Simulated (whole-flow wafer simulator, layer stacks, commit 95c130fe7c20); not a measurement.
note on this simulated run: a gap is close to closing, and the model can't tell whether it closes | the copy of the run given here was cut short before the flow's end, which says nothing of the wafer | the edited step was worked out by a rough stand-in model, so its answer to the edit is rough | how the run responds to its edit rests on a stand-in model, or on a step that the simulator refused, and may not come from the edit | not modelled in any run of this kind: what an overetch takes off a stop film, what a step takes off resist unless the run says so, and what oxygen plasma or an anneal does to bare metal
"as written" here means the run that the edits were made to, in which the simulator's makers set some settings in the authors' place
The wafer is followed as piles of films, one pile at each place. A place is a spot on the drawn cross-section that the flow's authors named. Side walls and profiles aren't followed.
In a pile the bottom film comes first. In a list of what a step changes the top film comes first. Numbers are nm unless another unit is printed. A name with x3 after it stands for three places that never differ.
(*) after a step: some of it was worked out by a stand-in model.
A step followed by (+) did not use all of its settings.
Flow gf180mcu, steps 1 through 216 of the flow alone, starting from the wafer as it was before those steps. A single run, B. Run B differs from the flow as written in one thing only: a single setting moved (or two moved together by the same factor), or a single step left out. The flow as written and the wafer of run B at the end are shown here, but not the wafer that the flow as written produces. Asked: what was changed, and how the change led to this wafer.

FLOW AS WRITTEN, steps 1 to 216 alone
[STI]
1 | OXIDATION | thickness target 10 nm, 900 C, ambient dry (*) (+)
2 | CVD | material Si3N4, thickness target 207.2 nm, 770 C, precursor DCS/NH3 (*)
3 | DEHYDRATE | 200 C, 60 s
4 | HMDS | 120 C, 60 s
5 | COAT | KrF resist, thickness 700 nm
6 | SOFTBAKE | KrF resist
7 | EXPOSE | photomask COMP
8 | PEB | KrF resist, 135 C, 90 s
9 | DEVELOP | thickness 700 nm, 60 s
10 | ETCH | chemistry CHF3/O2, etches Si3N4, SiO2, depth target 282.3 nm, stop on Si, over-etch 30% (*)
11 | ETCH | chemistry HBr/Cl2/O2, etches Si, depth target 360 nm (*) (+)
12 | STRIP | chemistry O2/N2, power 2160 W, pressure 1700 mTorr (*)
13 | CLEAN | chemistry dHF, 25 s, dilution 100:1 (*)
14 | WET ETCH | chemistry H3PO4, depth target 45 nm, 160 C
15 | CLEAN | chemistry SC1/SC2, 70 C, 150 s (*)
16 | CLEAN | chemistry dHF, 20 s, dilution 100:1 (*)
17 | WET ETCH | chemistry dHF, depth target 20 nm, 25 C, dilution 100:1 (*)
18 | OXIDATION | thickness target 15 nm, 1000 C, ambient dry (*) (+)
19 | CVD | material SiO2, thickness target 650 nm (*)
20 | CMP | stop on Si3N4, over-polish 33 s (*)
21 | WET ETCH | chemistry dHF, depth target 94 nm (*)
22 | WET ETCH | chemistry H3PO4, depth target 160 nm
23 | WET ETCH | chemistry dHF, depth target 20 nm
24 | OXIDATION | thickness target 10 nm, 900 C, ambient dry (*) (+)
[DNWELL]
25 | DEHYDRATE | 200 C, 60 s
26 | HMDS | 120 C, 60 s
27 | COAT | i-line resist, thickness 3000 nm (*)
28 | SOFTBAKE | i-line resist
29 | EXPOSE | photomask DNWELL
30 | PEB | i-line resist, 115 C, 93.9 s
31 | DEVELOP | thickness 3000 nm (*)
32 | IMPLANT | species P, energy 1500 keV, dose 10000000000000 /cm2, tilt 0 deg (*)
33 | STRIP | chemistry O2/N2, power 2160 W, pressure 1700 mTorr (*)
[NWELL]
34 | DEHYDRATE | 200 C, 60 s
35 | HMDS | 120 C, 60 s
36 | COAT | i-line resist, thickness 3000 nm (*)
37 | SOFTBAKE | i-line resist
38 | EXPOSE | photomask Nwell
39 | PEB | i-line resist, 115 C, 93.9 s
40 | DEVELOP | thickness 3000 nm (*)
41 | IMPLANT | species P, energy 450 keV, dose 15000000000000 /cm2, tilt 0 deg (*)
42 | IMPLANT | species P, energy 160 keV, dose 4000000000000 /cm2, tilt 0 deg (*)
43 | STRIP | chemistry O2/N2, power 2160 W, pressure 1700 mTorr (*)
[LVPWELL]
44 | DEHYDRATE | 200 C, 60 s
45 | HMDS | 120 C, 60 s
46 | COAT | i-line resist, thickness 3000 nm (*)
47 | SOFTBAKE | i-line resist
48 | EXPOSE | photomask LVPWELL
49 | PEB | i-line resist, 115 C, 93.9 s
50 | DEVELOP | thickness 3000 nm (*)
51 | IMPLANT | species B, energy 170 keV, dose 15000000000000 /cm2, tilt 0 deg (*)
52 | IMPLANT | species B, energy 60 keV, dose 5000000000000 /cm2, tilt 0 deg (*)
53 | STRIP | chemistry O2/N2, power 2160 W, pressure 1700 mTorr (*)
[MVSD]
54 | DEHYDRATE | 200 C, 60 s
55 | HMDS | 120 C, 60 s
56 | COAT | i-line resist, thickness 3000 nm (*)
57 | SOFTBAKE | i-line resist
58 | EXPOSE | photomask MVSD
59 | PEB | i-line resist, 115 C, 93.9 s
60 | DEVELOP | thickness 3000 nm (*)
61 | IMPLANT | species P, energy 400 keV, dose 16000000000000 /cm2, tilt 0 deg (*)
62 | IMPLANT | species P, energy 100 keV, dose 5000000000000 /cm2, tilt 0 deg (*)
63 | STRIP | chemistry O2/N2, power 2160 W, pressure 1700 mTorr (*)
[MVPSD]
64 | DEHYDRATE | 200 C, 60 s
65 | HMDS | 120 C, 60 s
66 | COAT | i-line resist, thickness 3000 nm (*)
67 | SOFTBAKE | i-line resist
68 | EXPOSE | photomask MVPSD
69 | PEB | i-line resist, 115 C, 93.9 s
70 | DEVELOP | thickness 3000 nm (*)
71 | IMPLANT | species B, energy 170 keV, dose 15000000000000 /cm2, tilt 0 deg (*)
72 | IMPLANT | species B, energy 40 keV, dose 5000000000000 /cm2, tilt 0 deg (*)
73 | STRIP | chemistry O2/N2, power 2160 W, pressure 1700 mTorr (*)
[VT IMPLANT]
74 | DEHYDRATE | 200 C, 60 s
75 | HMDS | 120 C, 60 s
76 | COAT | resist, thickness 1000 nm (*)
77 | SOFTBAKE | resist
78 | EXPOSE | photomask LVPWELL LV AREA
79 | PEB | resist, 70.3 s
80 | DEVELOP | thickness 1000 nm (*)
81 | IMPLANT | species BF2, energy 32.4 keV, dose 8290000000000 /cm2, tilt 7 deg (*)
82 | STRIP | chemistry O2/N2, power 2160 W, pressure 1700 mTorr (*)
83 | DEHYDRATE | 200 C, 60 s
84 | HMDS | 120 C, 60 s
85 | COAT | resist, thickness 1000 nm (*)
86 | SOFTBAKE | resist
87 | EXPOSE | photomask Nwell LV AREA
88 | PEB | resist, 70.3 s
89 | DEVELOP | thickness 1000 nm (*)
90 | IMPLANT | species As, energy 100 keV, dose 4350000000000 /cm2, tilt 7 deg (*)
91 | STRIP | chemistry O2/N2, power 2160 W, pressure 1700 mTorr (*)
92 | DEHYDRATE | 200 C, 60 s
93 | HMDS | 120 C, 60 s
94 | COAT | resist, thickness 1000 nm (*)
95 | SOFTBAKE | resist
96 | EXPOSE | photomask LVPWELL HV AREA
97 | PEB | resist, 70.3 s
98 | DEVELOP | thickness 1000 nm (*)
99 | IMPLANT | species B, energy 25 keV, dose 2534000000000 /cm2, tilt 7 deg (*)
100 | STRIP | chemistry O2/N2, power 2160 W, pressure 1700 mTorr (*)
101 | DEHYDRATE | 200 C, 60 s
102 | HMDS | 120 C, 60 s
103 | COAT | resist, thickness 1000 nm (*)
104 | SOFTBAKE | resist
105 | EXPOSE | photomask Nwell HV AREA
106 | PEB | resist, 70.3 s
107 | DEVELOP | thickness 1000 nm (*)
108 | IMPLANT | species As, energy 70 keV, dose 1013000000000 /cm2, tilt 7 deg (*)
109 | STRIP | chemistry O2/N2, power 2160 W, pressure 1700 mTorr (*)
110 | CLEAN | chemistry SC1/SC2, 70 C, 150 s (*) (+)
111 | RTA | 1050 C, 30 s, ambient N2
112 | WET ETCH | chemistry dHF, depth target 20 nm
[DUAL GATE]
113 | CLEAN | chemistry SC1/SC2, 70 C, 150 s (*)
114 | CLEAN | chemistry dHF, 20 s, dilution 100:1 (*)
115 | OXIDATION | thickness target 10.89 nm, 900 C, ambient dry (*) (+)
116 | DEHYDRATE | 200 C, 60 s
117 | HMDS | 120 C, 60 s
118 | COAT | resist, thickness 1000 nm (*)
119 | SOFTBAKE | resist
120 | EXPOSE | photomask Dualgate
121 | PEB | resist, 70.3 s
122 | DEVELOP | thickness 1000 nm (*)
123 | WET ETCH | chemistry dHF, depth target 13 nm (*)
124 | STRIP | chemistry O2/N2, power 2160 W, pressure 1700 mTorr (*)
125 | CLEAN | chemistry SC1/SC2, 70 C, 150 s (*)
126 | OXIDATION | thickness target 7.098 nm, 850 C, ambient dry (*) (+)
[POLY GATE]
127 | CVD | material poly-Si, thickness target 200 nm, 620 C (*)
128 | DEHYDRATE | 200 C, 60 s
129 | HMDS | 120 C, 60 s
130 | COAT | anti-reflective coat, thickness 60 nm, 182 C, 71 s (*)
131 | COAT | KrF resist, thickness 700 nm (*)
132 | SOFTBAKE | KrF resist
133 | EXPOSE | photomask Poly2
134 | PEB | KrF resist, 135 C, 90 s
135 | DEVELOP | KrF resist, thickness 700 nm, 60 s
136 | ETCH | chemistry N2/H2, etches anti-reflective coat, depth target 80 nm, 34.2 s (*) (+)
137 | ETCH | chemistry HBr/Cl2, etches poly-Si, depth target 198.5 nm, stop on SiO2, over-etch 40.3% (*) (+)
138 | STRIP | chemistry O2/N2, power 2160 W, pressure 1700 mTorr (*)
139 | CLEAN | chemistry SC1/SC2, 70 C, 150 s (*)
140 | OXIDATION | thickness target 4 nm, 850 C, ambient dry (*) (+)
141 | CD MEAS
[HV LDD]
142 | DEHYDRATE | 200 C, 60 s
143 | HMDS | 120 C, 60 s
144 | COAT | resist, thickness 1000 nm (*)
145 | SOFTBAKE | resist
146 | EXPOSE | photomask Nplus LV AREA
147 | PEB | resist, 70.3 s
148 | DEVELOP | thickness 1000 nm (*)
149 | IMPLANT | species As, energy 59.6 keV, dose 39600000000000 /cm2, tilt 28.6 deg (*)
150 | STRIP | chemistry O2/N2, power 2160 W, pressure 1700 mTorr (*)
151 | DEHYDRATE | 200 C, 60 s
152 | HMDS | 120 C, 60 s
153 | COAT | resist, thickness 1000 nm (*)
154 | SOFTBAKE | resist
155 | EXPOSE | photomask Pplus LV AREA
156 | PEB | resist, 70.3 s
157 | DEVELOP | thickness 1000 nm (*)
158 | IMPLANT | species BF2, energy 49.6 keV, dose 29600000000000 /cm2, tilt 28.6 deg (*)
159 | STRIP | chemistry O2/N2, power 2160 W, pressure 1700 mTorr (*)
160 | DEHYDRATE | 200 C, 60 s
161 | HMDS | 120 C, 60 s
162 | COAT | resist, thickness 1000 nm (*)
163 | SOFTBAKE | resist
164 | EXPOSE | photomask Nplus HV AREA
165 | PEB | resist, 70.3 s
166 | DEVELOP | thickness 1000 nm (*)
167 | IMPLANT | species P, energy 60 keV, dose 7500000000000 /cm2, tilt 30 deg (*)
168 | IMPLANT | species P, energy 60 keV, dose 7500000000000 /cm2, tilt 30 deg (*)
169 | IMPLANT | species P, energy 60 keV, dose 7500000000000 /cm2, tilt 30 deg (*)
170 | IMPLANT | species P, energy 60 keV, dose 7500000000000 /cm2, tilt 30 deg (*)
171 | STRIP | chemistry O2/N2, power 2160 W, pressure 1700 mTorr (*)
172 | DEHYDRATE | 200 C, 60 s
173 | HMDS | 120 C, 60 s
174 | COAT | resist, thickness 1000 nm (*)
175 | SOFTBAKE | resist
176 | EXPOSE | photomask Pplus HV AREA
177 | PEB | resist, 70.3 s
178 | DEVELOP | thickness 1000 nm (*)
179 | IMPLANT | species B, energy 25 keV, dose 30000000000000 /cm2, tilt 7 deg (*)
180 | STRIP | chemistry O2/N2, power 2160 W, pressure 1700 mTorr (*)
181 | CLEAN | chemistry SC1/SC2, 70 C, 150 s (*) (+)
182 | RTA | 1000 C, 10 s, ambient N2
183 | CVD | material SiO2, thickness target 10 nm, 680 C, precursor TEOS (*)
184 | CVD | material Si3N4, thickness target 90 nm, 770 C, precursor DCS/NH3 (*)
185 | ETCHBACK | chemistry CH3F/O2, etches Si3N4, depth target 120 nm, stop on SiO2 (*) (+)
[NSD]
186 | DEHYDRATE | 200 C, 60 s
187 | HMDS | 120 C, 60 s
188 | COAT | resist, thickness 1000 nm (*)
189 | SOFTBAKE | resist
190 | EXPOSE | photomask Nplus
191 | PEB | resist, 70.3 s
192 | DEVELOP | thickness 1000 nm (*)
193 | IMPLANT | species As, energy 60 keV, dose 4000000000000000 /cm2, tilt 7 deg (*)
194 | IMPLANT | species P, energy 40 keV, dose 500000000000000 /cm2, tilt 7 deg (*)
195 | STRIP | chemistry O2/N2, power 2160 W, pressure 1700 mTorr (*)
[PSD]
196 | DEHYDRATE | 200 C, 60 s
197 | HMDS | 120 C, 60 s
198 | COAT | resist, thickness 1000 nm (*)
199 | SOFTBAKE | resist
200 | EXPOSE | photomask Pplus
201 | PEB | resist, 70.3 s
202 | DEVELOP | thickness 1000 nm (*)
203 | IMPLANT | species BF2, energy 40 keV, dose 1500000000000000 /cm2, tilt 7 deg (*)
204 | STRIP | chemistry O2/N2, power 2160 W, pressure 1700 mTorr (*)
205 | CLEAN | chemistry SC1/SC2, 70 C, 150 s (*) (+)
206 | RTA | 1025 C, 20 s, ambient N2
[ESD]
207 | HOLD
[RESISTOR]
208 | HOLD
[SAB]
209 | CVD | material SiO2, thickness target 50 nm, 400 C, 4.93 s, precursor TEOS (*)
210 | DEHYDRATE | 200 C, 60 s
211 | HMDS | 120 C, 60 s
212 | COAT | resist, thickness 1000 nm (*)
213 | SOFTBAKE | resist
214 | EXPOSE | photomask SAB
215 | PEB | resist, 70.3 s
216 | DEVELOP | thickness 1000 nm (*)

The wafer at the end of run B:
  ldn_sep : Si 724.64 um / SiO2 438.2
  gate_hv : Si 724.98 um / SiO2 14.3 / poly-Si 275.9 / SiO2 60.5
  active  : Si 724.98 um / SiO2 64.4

The reason: step 127, CVD: thickness target 278 nm was run, though the flow has thickness target 200 nm.

How this came from the change, step by step:
  127 | CVD | material poly-Si, thickness target 200 nm, 620 C (*)
      field, field__w1, field__w2 and 89 more: poly-Si gains 278 (new film) (in the flow as written it would be: poly-Si gains 200 (new film))
  137 | ETCH | chemistry HBr/Cl2, etches poly-Si, depth target 198.5 nm, stop on SiO2, over-etch 40.3% (*) (+)
      field__w6, sti, m1 and 11 more: poly-Si loses 276.8 (all of it) (in the flow as written it would be: poly-Si loses 198.8 (all of it), SiO2 loses 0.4)
      field__w1, field__w2, field_sub__w3 and 7 more: poly-Si loses 276.6 (all of it) (in the flow as written it would be: poly-Si loses 198.6 (all of it), SiO2 loses 0.4)
      (and at 40 other places as well)
  144 | COAT | resist, thickness 1000 nm (*)
      polyc_n, polyc_p: resist gains 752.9 (new film) (in the flow as written it would be: resist gains 817.8 (new film))
      field_sub__w4: resist gains 1070.7 (new film) (in the flow as written it would be: resist gains 1047.7 (new film))
      (and at 30 other places as well)
  145 | SOFTBAKE | resist
      field__w1: resist gains 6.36 (in the flow as written it would be: resist gains 4.19)
      field__w2: resist gains 4.31 (in the flow as written it would be: resist gains 2.82)
      (and at 73 other places as well)
  147 | PEB | resist, 70.3 s
      ldn_ch, ldn_acc, ldp_ch, ldp_acc: resist loses 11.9 (in the flow as written it would be: resist loses 13)
      field__w11, field_sub__w2, mim: resist loses 17.2 (in the flow as written it would be: resist loses 16.6)
      (and at 28 other places as well)
  148 | DEVELOP | thickness 1000 nm (*)
      gate: resist loses 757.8 (all of it) (in the flow as written it would be: resist loses 822.7 (all of it))
      npoly_u: resist loses 758.6 (all of it) (in the flow as written it would be: resist loses 821.5 (all of it))
      (and at 3 other places as well)
  150 | STRIP | chemistry O2/N2, power 2160 W, pressure 1700 mTorr (*)
      field_sub__w4: resist loses 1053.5 (all of it) (in the flow as written it would be: resist loses 1030.9 (all of it))
      gate_hv: resist loses 763.1 (all of it) (in the flow as written it would be: resist loses 824.2 (all of it))
      (and at 25 other places as well)
  153 | COAT | resist, thickness 1000 nm (*)
      polyc_n, polyc_p: resist gains 752.9 (new film) (in the flow as written it would be: resist gains 817.8 (new film))
      field_sub__w4: resist gains 1070.7 (new film) (in the flow as written it would be: resist gains 1047.7 (new film))
      (and at 30 other places as well)
  154 | SOFTBAKE | resist
      field__w1: resist gains 6.36 (in the flow as written it would be: resist gains 4.19)
      field__w2: resist gains 4.31 (in the flow as written it would be: resist gains 2.82)
      (and at 73 other places as well)
  156 | PEB | resist, 70.3 s
      ldn_ch, ldn_acc, ldp_ch, ldp_acc: resist loses 11.9 (in the flow as written it would be: resist loses 13)
      field__w11, field_sub__w2, mim: resist loses 17.2 (in the flow as written it would be: resist loses 16.6)
      (and at 28 other places as well)
  157 | DEVELOP | thickness 1000 nm (*)
      gate_p: resist loses 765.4 (all of it) (in the flow as written it would be: resist loses 828.7 (all of it))
      ppoly_u: resist loses 766.4 (all of it) (in the flow as written it would be: resist loses 827 (all of it))
      (and at 3 other places as well)
  159 | STRIP | chemistry O2/N2, power 2160 W, pressure 1700 mTorr (*)
      field_sub__w4: resist loses 1053.5 (all of it) (in the flow as written it would be: resist loses 1030.9 (all of it))
      gate: resist loses 757.8 (all of it) (in the flow as written it would be: resist loses 822.7 (all of it))
      (and at 25 other places as well)
  162 | COAT | resist, thickness 1000 nm (*)
      polyc_n, polyc_p: resist gains 752.9 (new film) (in the flow as written it would be: resist gains 817.8 (new film))
      field_sub__w4: resist gains 1070.7 (new film) (in the flow as written it would be: resist gains 1047.7 (new film))
      (and at 30 other places as well)
  163 | SOFTBAKE | resist
      field__w1: resist gains 6.36 (in the flow as written it would be: resist gains 4.19)
      field__w2: resist gains 4.31 (in the flow as written it would be: resist gains 2.82)
      (and at 73 other places as well)
  165 | PEB | resist, 70.3 s
      ldn_ch, ldn_acc, ldp_ch, ldp_acc: resist loses 11.9 (in the flow as written it would be: resist loses 13)
      field__w11, field_sub__w2, mim: resist loses 17.2 (in the flow as written it would be: resist loses 16.6)
      (and at 28 other places as well)
  166 | DEVELOP | thickness 1000 nm (*)
      gate_hv: resist loses 763.1 (all of it) (in the flow as written it would be: resist loses 824.2 (all of it))
      gate_nat: resist loses 805.2 (all of it) (in the flow as written it would be: resist loses 854.5 (all of it))
      (and at 8 other places as well)
  ... 20 other steps ...
  216 | DEVELOP | thickness 1000 nm (*)
      field__w3, field__w12: resist loses 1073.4 (all of it) (in the flow as written it would be: resist loses 1049.4 (all of it))
      field__w2: resist loses 1059.2 (all of it) (in the flow as written it would be: resist loses 1035.2 (all of it))
      (and at 43 other places as well)
